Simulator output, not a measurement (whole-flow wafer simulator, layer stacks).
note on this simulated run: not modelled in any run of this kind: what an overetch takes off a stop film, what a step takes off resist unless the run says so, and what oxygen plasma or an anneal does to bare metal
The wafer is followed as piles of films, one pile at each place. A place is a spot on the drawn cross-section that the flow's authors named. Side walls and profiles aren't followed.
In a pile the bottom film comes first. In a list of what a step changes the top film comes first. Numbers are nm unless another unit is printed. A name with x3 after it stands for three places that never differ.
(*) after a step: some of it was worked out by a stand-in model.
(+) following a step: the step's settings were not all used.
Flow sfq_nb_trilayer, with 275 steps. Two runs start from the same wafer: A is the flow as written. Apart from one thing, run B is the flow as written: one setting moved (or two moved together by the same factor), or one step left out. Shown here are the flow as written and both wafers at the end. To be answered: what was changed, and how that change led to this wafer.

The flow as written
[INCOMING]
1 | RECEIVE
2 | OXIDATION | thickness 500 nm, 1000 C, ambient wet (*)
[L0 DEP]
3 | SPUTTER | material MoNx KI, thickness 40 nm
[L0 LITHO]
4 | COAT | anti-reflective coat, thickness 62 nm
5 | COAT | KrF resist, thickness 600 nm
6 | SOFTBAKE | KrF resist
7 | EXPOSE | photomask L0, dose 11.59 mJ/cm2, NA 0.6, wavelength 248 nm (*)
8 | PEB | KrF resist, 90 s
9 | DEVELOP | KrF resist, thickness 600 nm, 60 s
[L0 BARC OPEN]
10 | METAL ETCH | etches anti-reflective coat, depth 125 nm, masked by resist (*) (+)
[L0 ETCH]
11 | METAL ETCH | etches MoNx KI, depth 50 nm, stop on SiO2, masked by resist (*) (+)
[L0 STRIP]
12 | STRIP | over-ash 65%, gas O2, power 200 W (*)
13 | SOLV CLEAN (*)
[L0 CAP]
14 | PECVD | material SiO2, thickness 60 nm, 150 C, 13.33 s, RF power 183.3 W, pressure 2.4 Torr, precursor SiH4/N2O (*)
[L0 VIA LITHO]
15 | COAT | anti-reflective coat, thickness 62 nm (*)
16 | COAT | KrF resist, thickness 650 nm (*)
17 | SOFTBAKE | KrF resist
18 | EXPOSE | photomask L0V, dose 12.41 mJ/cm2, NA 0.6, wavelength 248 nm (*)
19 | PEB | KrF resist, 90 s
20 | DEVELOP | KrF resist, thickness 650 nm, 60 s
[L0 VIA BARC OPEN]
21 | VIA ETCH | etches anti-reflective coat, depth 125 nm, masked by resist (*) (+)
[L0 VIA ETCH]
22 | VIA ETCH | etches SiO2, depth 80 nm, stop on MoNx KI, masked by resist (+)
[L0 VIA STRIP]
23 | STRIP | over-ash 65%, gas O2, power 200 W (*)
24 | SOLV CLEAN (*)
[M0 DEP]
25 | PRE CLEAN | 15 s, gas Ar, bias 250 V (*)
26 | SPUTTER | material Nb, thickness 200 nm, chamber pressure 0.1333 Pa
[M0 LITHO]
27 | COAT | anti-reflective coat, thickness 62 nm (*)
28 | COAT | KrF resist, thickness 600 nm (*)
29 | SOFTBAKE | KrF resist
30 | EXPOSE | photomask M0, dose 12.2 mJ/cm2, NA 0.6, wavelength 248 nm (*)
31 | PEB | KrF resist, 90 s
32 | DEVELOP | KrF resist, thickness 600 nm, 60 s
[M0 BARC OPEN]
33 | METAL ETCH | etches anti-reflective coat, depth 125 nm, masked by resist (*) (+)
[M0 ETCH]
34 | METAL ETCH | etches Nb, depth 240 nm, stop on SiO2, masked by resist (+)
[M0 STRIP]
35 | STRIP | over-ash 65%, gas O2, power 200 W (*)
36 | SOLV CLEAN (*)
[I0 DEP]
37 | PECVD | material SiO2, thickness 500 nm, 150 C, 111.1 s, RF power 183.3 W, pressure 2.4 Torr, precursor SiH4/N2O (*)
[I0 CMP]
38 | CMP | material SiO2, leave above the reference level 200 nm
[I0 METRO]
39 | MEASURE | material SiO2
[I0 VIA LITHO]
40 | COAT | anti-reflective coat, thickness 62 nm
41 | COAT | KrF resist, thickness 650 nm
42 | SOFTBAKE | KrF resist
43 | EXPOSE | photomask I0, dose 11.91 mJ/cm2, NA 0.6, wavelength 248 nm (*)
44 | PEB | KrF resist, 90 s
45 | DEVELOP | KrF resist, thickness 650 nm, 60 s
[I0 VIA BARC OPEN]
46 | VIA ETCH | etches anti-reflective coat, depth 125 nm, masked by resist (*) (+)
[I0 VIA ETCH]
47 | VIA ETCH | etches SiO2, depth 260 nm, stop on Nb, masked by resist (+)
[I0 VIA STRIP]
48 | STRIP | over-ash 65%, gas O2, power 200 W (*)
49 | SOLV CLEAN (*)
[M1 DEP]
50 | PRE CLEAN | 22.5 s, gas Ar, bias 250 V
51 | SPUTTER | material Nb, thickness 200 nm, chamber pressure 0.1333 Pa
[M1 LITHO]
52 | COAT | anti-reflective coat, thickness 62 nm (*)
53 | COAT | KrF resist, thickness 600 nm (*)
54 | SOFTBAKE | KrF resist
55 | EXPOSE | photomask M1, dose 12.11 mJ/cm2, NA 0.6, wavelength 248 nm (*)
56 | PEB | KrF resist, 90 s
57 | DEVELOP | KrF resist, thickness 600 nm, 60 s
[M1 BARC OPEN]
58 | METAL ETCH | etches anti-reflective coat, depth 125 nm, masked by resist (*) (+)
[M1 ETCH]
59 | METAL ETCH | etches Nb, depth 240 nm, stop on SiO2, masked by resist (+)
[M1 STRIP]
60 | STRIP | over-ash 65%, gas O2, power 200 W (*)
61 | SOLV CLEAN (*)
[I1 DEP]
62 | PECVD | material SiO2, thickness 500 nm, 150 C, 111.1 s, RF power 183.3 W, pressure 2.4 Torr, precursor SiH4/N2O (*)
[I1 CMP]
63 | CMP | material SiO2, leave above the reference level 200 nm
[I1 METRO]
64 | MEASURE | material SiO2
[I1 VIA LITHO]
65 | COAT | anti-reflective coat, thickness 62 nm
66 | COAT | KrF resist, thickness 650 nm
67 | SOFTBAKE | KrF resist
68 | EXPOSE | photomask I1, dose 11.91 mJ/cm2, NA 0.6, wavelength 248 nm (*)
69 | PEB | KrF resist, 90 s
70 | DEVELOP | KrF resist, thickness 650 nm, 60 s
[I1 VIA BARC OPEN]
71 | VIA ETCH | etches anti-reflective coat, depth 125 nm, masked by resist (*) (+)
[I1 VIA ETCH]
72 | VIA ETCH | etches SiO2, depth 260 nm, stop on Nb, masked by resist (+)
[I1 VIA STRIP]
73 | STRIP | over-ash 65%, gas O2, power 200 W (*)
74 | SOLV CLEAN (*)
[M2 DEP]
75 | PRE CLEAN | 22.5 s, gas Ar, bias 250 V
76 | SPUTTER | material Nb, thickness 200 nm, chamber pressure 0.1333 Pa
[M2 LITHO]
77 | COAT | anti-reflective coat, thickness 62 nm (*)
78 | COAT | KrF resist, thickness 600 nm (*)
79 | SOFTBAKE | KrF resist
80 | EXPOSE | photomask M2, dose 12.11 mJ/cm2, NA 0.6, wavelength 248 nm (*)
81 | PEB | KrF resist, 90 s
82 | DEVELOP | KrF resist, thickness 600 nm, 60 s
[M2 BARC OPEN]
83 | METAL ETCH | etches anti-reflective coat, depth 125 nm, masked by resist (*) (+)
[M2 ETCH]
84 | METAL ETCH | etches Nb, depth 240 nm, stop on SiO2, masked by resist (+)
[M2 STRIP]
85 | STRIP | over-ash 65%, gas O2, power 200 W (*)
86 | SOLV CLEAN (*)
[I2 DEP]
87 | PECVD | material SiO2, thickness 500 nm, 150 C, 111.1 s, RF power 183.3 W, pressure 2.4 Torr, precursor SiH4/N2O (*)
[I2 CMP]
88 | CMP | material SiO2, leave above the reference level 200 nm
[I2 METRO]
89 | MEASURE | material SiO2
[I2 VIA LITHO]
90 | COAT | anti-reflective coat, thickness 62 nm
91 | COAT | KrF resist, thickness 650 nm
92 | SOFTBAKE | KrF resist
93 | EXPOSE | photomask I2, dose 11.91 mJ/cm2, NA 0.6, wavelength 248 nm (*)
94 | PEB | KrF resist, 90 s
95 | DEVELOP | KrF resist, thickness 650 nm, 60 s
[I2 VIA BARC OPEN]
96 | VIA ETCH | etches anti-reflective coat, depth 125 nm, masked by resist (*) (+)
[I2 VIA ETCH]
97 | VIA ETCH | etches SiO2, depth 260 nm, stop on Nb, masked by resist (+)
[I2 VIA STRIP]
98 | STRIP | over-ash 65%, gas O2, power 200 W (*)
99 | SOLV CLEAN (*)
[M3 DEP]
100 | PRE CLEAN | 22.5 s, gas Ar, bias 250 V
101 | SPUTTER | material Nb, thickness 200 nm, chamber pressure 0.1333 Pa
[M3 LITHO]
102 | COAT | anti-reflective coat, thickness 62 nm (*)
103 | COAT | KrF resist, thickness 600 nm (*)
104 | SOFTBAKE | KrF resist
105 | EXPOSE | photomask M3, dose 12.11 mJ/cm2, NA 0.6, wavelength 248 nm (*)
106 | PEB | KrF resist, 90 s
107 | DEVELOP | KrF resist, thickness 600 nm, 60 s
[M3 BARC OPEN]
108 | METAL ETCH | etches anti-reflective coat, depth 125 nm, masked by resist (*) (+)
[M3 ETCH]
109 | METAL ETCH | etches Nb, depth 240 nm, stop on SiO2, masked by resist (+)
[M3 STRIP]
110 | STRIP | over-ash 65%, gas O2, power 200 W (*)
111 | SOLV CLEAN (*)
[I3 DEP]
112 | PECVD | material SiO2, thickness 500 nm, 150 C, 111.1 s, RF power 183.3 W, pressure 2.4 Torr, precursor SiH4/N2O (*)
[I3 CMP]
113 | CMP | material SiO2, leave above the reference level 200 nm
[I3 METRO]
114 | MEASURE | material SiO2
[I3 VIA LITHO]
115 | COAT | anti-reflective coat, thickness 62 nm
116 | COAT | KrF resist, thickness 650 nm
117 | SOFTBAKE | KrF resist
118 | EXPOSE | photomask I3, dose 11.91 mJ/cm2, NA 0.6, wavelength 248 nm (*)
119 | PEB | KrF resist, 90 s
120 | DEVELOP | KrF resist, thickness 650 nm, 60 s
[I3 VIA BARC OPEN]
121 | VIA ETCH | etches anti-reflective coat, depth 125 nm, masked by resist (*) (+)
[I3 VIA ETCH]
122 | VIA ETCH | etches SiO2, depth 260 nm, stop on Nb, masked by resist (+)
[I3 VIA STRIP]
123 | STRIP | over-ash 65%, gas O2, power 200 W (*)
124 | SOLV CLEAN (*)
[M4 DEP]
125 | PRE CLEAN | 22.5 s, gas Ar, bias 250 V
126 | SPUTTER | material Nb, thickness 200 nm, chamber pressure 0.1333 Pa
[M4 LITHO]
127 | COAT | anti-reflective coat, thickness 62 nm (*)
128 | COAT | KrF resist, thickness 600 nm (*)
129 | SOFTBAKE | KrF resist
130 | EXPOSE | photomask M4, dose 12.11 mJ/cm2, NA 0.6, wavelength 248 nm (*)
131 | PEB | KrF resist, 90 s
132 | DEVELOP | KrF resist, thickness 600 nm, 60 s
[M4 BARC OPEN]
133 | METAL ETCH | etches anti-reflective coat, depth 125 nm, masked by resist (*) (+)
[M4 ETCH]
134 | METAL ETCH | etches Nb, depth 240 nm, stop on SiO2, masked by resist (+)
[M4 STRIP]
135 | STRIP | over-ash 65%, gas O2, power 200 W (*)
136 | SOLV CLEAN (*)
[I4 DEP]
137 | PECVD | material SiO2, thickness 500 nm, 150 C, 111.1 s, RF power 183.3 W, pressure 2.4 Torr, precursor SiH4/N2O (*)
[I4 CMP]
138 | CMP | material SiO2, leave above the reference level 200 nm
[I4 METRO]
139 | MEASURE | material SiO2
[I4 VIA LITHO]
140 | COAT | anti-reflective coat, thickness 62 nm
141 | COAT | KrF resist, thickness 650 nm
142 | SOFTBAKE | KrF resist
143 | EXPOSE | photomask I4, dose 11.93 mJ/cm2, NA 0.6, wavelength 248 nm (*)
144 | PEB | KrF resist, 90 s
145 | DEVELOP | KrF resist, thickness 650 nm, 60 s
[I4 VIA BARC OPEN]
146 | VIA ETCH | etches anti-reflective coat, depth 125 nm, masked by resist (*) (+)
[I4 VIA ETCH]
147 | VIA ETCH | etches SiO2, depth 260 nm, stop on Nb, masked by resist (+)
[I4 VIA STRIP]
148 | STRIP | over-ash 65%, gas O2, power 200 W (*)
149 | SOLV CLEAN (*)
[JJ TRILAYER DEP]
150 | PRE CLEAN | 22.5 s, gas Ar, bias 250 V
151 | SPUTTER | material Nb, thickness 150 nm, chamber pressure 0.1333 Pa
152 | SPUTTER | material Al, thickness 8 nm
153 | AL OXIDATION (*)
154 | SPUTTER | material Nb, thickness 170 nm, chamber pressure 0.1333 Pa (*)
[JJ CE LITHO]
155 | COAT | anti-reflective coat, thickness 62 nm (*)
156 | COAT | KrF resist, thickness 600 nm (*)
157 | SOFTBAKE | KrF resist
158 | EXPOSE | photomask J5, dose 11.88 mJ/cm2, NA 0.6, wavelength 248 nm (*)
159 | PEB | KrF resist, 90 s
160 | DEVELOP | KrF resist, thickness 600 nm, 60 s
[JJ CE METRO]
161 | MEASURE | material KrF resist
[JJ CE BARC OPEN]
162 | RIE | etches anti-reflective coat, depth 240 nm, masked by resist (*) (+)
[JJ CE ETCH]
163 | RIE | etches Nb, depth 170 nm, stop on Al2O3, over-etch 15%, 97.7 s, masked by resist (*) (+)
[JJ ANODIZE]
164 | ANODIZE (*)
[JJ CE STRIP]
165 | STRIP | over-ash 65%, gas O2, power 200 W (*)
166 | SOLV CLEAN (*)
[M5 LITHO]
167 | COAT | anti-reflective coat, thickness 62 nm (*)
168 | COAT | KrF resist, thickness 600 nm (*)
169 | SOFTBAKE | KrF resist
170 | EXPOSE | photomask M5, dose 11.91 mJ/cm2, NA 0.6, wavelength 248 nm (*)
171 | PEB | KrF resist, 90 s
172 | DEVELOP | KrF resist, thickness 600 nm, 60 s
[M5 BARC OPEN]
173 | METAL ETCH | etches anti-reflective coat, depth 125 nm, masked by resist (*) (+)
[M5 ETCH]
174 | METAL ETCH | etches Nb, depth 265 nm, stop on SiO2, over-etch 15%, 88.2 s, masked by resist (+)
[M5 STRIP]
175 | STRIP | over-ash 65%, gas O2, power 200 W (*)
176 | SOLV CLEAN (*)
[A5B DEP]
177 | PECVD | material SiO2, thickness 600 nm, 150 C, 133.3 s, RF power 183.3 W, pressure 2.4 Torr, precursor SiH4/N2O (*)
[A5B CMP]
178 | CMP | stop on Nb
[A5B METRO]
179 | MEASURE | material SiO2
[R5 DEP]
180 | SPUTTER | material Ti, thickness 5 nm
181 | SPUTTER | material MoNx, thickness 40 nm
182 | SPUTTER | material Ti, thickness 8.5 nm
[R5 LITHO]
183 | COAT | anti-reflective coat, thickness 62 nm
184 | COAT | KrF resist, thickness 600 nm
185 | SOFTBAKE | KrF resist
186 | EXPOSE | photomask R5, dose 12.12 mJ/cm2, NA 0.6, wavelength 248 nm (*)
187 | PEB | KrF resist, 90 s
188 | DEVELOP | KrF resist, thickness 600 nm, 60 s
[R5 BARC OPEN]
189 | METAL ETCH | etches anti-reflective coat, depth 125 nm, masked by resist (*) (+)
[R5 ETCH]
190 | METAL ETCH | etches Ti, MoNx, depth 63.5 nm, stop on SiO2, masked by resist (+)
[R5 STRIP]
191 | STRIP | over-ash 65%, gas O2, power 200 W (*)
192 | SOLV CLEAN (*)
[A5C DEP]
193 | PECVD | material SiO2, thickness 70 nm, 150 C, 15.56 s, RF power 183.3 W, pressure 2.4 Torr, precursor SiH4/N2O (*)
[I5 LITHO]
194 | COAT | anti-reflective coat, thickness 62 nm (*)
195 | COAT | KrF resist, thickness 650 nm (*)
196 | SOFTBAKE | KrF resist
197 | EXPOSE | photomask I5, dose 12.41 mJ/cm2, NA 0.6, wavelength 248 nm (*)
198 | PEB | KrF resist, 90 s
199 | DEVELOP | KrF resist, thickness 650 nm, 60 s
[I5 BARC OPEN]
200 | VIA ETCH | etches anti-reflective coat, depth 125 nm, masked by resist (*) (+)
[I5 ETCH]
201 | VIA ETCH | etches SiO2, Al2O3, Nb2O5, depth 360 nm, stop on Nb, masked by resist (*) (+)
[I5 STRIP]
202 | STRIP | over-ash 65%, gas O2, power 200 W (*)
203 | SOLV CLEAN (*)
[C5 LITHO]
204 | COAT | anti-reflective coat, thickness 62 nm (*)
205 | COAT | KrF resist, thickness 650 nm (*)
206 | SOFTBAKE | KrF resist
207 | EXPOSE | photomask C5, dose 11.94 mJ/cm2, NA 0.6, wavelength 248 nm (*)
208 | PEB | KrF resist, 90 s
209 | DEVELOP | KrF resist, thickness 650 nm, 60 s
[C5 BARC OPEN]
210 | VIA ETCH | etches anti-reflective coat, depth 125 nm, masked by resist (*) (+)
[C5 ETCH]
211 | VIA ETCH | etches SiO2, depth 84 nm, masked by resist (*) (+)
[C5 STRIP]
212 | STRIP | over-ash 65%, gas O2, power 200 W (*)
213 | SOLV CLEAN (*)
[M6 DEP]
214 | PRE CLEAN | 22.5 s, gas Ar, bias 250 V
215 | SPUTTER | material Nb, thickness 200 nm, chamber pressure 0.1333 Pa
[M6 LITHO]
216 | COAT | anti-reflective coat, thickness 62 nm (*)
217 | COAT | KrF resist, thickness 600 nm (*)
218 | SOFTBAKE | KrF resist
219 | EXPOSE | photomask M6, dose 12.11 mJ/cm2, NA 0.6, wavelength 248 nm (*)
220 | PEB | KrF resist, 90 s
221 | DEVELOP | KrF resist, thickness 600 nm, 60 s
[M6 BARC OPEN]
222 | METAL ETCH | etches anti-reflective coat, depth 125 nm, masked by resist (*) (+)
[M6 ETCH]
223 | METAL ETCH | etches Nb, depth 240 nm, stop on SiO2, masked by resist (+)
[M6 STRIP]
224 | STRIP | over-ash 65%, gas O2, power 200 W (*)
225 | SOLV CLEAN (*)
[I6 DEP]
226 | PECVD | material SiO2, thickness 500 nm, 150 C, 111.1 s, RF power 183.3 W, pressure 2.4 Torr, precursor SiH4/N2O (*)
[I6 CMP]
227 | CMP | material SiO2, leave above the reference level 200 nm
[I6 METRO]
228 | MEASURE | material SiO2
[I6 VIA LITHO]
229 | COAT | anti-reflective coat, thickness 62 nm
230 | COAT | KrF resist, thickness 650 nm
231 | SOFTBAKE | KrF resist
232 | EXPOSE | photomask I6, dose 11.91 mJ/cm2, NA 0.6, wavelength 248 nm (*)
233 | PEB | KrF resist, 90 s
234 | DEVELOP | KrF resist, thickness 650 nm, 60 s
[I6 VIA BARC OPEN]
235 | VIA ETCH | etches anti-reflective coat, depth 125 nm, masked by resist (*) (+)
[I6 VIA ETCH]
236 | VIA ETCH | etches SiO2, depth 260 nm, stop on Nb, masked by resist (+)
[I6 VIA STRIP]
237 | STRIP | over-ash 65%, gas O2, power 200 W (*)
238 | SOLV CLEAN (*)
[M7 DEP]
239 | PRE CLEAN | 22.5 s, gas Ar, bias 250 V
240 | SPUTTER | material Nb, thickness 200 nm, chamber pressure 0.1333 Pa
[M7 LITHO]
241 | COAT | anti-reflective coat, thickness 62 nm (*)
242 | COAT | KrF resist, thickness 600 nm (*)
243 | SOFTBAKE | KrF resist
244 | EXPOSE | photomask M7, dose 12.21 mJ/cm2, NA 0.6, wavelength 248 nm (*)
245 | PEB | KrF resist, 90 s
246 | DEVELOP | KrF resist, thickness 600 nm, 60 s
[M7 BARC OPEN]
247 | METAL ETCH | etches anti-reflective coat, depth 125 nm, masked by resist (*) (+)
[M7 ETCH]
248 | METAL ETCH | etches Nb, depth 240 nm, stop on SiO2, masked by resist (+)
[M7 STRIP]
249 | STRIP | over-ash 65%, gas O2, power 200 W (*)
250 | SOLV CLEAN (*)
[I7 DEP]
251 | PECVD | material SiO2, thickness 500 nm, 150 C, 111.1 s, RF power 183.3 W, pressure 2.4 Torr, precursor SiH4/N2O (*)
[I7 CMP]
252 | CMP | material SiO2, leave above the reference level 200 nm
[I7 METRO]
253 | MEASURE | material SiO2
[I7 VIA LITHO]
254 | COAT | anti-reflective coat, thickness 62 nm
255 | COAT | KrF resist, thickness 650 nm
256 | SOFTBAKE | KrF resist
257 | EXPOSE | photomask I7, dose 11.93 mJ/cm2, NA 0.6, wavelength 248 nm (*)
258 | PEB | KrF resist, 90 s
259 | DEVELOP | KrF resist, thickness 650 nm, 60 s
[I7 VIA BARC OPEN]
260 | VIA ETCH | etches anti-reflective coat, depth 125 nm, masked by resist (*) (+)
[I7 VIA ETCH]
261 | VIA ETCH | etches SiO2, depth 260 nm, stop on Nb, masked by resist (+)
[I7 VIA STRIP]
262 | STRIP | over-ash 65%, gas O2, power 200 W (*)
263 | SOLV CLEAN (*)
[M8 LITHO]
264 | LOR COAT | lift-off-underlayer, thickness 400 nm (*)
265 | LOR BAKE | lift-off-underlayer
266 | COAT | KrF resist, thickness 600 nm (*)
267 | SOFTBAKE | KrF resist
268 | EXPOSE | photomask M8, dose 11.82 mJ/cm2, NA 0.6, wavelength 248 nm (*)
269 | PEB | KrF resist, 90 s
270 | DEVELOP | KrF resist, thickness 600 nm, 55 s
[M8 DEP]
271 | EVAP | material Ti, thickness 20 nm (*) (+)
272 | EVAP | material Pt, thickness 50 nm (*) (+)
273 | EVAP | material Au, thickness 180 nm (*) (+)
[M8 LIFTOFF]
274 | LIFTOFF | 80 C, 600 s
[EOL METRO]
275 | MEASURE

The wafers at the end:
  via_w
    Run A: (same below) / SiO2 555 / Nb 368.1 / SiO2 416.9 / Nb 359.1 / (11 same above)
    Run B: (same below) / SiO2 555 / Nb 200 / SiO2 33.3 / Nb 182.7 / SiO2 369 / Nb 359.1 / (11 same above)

Cause: step 47, VIA ETCH: depth 159 nm was run, while the flow as written has depth 260 nm.

How this came from the change, step by step:
  47 | VIA ETCH | etches SiO2, depth 260 nm, stop on Nb, masked by resist (+)
      via_w: A -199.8 SiO2 (all of it) | B -159 SiO2
      field_l, v_sur, via_wl and 102 more: A -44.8 KrF resist | B -27.4 KrF resist
  48 | STRIP | over-ash 65%, gas O2, power 200 W (*)
      field_l, v_sur, via_wl and 102 more: A -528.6 KrF resist (all of it), -62 anti-reflective coat (all of it) | B -546 KrF resist (all of it), -62 anti-reflective coat (all of it)
  50 | PRE CLEAN | 22.5 s, gas Ar, bias 250 V
      via_w: A -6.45 Nb | B -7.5 SiO2
  51 | SPUTTER | material Nb, thickness 200 nm, chamber pressure 0.1333 Pa
      via_w: A +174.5 Nb | B +182.7 Nb (new film)
  52 | COAT | anti-reflective coat, thickness 62 nm (*)
      via_w: A +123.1 anti-reflective coat (new film) | B +113.2 anti-reflective coat (new film)
      via_wr: A +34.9 anti-reflective coat (new film) | B +34 anti-reflective coat (new film)
  53 | COAT | KrF resist, thickness 600 nm (*)
      via_w: A +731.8 KrF resist (new film) | B +699.7 KrF resist (new film)
  60 | STRIP | over-ash 65%, gas O2, power 200 W (*)
      via_w: A -513.8 KrF resist (all of it), -123.1 anti-reflective coat (all of it) | B -481.9 KrF resist (all of it), -113.2 anti-reflective coat (all of it)
      via_wr: A -384.4 KrF resist (all of it), -34.9 anti-reflective coat (all of it) | B -389.9 KrF resist (all of it), -34 anti-reflective coat (all of it)
  62 | PECVD | material SiO2, thickness 500 nm, 150 C, 111.1 s, RF power 183.3 W, pressure 2.4 Torr, precursor SiH4/N2O (*)
      via_w: A +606 SiO2 (new film) | B +533.6 SiO2 (new film)
  63 | CMP | material SiO2, leave above the reference level 200 nm
      via_w: A -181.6 SiO2 | B -157.1 SiO2
Taking metal films that touch as one body, via_w has 6 bodies (between them, from the top down: SiO2 192.5; SiO2 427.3 / Al2O3 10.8 / Nb2O5 33.3; SiO2 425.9; SiO2 369; SiO2 33.3); the flow as written gives 5 bodies (between them, from the top down: SiO2 192.5; SiO2 427.3 / Al2O3 10.8 / Nb2O5 33.3; SiO2 425.9; SiO2 416.9).
